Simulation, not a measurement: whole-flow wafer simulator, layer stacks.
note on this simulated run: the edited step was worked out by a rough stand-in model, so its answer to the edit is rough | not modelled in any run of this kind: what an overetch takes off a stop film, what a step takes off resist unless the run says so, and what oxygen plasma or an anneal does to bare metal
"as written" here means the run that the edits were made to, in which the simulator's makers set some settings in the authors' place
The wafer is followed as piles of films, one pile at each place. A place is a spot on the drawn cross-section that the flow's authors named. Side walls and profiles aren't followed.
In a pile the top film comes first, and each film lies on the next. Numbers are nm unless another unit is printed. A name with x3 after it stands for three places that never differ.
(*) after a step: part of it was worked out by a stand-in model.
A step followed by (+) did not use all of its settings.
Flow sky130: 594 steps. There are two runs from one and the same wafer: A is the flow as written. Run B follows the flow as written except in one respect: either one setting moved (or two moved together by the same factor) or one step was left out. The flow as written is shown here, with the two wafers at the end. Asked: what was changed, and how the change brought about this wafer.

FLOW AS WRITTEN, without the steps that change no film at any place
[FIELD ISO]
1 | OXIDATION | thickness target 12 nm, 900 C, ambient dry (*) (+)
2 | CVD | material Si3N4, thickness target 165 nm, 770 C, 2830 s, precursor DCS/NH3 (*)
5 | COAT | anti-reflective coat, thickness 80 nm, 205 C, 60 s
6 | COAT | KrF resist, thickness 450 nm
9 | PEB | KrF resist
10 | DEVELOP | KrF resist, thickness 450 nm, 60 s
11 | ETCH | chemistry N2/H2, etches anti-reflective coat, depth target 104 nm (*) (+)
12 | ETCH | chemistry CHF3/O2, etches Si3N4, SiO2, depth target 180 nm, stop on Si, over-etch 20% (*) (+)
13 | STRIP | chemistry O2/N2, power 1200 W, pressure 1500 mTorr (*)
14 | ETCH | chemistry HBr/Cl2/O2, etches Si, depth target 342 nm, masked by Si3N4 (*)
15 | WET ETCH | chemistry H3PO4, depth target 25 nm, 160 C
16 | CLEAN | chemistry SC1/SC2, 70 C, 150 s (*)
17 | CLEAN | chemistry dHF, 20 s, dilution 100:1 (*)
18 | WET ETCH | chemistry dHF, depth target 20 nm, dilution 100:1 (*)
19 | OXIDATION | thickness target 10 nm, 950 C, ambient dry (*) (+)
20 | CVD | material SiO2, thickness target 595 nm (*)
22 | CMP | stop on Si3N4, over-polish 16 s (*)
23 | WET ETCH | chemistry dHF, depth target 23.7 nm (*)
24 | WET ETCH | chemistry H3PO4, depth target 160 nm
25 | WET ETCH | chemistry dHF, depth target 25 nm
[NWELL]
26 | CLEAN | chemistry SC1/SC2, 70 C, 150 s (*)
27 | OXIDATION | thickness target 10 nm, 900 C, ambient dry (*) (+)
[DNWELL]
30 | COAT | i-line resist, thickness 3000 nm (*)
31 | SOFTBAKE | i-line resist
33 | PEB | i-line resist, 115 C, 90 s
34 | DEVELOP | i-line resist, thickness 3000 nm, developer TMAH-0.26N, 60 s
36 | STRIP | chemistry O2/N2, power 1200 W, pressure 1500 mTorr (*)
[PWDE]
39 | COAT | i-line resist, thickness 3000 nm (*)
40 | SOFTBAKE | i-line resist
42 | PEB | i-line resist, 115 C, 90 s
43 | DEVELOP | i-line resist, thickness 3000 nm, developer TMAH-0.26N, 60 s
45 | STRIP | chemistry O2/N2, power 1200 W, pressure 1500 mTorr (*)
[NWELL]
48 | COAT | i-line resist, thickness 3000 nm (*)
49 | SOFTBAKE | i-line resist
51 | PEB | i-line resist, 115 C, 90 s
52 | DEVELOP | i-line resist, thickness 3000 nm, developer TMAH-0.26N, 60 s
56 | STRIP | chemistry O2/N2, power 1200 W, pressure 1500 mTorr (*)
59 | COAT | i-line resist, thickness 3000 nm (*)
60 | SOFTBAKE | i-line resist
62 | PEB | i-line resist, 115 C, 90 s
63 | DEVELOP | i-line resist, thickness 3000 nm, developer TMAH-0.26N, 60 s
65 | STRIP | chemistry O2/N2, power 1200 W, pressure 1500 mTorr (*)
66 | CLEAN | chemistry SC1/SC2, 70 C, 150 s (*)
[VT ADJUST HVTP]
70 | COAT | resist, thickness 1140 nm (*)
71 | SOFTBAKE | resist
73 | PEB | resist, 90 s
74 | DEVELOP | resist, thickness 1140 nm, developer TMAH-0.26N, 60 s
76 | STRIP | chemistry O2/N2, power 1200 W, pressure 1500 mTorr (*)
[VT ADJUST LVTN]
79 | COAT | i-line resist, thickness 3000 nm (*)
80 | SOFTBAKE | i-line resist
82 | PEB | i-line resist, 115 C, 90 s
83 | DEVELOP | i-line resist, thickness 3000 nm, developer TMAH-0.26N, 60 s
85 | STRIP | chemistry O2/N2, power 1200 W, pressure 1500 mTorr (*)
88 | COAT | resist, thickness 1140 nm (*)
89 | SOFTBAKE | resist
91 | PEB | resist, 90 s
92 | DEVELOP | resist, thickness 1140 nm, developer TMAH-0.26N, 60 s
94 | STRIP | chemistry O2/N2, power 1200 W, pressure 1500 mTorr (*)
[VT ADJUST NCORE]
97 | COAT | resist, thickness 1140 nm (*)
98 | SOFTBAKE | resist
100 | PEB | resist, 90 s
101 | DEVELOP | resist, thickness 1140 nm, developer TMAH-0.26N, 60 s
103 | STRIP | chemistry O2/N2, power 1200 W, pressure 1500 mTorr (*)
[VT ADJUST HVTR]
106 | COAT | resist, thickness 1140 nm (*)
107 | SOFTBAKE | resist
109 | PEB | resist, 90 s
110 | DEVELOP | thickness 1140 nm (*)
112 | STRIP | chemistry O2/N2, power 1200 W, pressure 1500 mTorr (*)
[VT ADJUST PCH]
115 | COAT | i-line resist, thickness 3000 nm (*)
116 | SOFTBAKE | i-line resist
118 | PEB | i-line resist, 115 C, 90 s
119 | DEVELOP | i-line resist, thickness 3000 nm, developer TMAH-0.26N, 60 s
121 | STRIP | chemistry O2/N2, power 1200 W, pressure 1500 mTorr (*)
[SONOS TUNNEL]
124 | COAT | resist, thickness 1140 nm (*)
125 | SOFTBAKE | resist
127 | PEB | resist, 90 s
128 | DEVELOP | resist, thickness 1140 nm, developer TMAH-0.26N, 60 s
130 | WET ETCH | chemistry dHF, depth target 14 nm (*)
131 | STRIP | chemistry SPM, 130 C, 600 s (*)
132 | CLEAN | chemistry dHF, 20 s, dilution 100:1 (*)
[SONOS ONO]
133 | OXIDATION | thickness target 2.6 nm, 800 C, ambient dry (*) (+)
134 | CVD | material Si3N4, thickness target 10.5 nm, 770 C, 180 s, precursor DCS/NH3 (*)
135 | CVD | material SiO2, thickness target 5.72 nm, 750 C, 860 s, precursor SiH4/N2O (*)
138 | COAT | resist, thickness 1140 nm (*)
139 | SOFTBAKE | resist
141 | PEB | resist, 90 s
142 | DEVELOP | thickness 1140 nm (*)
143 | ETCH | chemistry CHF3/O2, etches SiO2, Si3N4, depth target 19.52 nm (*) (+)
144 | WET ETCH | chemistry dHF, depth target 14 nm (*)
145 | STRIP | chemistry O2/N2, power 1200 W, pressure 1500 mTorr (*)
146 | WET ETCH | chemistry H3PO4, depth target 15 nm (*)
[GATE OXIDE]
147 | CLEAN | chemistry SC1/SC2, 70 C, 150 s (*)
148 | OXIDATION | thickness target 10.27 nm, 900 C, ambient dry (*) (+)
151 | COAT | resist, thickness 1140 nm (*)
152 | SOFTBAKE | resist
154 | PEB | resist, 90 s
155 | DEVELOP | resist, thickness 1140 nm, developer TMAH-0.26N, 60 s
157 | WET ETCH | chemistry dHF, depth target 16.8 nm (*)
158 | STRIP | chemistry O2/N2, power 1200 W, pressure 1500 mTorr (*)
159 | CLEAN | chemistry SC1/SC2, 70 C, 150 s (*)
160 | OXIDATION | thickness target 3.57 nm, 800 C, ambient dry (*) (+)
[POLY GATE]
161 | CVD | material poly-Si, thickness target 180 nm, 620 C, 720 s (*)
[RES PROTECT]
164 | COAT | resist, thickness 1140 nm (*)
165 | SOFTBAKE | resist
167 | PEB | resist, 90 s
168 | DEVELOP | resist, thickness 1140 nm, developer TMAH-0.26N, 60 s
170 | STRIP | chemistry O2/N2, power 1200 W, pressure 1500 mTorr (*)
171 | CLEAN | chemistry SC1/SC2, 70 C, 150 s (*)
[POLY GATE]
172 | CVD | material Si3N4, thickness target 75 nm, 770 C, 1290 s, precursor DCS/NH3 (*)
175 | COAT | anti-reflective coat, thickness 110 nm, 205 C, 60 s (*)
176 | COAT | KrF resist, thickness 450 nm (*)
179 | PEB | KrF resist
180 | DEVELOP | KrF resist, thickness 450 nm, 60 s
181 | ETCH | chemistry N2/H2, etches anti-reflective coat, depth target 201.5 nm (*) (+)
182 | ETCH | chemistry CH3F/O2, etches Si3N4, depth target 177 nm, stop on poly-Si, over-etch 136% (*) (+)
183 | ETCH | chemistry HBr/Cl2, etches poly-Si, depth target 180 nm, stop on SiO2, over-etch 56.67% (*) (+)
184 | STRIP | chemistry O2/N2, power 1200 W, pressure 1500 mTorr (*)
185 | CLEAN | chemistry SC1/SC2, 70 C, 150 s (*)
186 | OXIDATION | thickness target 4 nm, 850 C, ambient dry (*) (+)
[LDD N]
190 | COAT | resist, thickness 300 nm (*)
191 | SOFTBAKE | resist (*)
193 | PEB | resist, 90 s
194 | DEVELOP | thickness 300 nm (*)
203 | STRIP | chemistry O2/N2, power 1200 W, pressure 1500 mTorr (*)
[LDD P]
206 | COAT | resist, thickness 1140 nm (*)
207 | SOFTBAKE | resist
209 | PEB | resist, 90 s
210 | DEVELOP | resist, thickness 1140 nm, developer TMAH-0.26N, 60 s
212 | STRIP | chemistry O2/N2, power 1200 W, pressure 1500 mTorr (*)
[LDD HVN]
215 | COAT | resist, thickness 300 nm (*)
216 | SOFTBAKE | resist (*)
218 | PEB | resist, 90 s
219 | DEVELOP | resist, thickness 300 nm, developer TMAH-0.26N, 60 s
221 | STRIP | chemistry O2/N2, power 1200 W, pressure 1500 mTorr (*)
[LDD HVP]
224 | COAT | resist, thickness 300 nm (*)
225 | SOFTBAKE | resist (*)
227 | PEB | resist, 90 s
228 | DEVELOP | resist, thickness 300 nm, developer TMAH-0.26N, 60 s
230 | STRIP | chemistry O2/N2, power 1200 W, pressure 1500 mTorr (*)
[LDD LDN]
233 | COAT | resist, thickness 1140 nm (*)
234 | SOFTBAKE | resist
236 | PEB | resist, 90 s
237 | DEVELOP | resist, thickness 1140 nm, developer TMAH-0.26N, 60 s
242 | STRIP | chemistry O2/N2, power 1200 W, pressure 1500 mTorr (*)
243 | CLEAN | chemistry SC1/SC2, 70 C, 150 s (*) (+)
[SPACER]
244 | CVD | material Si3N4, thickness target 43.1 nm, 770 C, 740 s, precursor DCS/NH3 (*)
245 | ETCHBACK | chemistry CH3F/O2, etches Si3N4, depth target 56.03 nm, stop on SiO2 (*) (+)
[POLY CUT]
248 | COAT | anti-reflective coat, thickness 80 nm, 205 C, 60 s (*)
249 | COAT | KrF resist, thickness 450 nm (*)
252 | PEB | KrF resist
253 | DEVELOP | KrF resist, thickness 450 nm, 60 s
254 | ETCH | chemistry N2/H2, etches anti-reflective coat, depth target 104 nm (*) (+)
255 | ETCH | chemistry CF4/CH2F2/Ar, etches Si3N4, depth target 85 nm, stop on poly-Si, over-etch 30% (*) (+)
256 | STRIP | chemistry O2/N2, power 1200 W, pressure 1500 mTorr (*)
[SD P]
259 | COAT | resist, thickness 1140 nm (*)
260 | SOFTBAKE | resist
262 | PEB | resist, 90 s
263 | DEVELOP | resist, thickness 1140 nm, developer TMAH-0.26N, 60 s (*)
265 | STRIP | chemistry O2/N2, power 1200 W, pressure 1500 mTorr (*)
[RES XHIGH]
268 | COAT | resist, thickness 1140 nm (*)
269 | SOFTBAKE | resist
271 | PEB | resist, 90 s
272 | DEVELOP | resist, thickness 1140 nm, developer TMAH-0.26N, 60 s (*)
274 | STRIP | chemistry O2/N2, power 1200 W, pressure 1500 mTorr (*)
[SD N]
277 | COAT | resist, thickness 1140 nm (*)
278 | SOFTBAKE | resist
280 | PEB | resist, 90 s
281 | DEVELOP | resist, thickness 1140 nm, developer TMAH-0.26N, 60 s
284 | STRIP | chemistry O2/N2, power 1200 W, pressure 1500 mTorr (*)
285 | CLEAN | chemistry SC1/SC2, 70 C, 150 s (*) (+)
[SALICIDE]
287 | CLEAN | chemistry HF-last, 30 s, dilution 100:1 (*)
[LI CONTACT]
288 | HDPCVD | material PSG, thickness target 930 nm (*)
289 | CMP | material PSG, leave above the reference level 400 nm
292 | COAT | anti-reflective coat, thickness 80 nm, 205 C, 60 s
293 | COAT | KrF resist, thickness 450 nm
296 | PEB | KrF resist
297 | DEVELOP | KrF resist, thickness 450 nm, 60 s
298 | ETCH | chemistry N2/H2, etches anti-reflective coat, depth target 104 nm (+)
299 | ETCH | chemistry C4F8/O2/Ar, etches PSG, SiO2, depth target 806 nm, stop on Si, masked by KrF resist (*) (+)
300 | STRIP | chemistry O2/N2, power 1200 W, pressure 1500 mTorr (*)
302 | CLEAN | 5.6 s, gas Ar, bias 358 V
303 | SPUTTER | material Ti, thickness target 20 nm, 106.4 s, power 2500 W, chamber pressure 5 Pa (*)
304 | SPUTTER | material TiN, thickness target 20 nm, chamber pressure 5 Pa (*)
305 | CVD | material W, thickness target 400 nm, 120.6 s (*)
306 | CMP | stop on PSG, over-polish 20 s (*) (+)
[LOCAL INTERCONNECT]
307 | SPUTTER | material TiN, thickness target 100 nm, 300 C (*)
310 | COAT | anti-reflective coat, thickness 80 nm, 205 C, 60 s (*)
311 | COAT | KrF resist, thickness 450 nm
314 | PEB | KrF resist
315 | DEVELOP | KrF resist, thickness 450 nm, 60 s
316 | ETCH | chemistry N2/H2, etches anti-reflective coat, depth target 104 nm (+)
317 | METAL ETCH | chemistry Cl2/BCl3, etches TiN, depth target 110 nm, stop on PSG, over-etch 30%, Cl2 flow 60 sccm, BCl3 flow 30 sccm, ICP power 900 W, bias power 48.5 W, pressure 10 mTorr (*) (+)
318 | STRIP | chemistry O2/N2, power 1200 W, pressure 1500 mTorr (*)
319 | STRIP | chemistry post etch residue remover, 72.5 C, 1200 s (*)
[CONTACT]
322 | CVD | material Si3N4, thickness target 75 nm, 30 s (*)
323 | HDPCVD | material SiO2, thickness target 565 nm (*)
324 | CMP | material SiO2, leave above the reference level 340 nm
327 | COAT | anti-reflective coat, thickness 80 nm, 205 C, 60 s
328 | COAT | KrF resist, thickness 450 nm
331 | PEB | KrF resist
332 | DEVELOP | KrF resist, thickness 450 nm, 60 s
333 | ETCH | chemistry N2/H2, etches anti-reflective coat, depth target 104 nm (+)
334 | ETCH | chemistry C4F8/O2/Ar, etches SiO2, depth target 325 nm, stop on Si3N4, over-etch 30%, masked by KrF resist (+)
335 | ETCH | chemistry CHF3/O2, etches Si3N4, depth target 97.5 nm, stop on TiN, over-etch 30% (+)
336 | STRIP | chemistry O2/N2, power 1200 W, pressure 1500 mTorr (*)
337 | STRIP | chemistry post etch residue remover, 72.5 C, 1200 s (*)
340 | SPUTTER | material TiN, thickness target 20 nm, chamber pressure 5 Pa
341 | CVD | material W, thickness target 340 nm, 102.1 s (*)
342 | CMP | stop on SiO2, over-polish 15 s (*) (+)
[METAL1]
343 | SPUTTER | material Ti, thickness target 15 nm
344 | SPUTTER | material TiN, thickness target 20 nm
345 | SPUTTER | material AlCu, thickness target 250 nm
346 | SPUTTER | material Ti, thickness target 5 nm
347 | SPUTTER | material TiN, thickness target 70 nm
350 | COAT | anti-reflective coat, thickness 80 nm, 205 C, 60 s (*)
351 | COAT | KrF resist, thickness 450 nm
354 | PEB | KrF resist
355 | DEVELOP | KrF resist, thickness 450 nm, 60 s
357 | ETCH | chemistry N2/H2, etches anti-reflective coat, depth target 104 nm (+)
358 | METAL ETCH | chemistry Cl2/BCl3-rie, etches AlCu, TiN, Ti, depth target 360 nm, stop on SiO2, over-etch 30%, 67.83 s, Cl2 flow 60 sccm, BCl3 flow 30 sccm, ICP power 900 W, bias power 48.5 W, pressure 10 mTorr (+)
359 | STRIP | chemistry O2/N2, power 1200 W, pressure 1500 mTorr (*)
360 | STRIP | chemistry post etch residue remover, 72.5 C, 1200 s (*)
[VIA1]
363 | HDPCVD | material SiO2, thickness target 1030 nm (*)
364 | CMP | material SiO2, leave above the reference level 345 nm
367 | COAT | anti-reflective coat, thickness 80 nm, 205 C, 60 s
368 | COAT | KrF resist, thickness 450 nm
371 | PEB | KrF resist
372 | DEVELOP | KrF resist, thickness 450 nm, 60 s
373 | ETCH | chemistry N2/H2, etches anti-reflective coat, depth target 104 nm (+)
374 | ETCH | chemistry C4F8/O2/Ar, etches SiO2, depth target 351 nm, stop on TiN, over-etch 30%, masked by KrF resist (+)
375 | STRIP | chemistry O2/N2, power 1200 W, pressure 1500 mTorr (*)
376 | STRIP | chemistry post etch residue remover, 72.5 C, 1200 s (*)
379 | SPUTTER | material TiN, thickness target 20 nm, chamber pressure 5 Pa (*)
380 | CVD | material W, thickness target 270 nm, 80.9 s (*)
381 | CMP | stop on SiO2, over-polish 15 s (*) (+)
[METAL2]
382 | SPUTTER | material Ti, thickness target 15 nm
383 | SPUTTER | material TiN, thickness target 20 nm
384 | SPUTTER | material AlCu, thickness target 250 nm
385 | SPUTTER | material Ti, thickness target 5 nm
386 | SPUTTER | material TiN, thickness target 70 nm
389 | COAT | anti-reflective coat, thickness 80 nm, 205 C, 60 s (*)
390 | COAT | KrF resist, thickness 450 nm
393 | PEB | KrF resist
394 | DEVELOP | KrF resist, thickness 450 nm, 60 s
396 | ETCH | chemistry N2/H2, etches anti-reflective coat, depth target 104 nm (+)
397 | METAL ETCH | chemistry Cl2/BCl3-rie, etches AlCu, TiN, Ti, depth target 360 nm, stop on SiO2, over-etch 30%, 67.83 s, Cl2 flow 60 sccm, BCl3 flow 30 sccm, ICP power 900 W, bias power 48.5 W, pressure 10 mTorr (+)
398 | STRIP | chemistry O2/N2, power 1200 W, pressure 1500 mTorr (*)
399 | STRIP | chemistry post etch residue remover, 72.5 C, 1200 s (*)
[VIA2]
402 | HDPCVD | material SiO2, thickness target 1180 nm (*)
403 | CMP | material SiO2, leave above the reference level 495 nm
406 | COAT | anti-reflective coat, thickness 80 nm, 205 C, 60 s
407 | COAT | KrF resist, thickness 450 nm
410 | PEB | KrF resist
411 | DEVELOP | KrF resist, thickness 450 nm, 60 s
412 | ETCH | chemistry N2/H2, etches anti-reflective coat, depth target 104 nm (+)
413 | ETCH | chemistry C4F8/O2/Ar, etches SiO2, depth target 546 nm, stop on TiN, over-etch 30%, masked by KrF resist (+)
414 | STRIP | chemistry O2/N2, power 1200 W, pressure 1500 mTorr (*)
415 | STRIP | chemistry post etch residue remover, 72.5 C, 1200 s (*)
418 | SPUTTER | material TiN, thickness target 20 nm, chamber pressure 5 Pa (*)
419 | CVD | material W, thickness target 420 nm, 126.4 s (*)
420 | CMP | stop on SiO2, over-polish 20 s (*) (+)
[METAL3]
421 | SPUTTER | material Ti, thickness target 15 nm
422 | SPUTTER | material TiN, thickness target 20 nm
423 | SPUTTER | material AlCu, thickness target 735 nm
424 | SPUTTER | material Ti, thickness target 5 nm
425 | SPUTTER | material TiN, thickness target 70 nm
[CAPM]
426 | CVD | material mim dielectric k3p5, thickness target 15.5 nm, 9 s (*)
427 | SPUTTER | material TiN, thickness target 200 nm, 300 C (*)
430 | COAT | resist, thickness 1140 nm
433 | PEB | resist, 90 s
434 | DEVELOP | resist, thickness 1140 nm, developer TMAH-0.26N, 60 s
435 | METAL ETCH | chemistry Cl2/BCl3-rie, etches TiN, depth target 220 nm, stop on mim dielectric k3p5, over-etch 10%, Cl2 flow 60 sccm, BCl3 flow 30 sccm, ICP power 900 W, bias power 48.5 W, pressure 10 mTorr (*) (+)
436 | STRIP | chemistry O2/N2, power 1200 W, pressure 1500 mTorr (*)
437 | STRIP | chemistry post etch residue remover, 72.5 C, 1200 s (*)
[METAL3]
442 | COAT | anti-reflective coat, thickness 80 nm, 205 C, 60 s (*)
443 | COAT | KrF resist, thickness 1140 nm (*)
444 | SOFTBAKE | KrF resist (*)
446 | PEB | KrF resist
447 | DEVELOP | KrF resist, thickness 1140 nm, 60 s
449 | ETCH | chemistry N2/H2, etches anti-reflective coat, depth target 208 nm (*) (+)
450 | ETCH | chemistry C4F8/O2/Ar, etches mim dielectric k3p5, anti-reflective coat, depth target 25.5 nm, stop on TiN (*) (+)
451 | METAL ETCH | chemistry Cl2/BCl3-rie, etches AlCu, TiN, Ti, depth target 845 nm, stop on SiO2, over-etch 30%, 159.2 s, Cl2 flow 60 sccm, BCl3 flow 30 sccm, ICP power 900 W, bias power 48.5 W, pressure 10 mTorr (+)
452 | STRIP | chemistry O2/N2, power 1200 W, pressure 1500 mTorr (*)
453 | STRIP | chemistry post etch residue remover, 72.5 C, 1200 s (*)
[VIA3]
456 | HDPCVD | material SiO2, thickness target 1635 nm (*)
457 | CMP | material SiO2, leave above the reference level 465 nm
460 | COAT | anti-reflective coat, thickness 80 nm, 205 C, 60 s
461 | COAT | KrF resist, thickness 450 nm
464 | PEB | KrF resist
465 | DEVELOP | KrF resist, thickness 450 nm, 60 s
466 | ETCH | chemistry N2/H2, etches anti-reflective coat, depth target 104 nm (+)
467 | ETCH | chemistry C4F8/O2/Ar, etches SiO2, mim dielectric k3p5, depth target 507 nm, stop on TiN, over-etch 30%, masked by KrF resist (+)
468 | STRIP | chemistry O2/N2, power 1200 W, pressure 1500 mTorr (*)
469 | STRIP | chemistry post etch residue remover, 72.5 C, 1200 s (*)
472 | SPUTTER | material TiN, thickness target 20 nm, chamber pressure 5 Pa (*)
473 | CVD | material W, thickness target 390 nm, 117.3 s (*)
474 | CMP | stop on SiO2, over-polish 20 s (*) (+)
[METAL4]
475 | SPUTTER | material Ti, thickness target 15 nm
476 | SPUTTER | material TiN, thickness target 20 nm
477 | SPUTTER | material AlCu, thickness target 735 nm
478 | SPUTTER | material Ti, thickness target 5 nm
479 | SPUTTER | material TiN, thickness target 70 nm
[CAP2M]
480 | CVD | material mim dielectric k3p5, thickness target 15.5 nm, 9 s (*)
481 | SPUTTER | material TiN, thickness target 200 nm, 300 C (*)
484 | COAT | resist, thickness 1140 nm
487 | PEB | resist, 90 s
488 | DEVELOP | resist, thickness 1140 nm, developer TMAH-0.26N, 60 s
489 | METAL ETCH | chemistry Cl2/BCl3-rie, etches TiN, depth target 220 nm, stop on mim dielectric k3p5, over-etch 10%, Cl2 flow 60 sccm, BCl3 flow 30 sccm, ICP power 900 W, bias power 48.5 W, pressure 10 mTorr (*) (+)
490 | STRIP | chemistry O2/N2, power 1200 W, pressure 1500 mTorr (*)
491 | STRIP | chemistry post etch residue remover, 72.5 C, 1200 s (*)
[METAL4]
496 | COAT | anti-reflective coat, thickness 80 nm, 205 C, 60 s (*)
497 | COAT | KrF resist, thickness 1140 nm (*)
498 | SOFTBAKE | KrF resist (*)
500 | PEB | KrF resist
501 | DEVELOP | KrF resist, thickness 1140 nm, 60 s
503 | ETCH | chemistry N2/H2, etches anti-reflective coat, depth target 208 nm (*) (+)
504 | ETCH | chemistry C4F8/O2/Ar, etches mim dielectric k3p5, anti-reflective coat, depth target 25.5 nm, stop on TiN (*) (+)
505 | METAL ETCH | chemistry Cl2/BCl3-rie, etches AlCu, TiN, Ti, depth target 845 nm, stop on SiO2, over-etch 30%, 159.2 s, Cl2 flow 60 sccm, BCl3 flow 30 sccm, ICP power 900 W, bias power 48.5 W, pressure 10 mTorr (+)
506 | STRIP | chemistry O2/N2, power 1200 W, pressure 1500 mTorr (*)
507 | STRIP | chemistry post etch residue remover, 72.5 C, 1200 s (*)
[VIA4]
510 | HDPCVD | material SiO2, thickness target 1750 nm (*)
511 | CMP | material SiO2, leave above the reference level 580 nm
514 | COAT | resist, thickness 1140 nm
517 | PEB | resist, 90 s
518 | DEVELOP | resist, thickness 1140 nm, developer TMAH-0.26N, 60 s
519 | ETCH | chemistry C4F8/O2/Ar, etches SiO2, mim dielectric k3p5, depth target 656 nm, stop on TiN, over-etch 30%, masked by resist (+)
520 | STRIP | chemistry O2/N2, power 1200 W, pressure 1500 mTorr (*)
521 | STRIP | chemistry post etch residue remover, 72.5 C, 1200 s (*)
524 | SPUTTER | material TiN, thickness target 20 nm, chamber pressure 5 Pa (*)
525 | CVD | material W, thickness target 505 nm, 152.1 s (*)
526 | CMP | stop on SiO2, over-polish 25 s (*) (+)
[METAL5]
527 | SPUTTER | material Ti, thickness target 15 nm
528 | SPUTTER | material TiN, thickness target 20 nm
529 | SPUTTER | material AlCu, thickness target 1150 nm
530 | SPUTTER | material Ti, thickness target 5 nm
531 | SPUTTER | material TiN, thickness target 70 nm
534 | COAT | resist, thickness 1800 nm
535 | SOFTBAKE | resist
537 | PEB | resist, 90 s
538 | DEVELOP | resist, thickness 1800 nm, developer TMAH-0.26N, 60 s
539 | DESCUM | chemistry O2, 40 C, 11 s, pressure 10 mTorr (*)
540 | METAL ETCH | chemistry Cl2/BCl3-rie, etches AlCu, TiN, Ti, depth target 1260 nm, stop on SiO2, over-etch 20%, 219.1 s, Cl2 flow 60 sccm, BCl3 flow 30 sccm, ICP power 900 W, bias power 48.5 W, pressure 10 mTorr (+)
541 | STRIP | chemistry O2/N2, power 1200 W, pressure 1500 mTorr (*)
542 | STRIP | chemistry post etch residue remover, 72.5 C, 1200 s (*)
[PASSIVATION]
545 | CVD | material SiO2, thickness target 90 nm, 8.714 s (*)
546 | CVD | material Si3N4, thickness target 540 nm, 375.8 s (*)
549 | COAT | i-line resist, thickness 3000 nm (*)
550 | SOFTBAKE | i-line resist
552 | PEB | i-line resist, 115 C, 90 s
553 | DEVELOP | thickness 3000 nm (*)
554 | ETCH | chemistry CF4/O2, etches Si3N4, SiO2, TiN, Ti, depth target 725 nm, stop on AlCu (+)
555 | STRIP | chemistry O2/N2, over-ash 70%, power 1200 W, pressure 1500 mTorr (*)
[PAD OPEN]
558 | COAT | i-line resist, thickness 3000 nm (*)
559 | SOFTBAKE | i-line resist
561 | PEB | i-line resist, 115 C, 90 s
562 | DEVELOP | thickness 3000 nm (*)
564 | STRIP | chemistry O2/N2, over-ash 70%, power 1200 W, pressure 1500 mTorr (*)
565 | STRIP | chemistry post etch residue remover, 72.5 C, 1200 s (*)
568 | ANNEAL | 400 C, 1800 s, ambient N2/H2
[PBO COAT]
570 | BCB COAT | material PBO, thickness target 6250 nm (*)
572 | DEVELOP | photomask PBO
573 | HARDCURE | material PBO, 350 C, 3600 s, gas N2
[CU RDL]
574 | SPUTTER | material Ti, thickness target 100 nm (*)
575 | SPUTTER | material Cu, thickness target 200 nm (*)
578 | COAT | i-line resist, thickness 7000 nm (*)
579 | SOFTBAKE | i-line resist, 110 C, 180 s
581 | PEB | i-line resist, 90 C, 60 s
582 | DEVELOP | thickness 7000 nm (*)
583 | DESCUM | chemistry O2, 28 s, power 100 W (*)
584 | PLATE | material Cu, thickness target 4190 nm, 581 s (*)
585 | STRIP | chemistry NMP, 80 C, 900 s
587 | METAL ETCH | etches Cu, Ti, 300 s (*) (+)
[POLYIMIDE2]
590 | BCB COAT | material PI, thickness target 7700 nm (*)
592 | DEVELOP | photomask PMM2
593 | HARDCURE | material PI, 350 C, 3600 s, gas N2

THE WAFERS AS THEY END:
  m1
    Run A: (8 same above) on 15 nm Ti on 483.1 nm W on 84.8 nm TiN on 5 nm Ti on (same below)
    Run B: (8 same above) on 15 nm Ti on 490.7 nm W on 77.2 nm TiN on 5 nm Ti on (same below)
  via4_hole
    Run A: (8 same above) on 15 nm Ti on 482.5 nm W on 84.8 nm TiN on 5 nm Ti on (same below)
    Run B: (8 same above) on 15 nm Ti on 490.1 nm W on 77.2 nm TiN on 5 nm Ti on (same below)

Cause: step 524, SPUTTER: thickness target 10 nm was run, while the flow as written has thickness target 20 nm.

How this came from the change, step by step:
  524 | SPUTTER | material TiN, thickness target 20 nm, chamber pressure 5 Pa (*)
      field, active, n_well and 188 more: A TiN gains 20 (new film) | B TiN gains 10 (new film)
      m1, via4_hole: A TiN gains 15.3 | B TiN gains 7.63
  526 | CMP | stop on SiO2, over-polish 25 s (*) (+)
      field, active, n_well and 188 more: A W loses 505 (all of it), TiN loses 20 (all of it), SiO2 loses 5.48 | B W loses 505 (all of it), TiN loses 10 (all of it), SiO2 loses 5.48
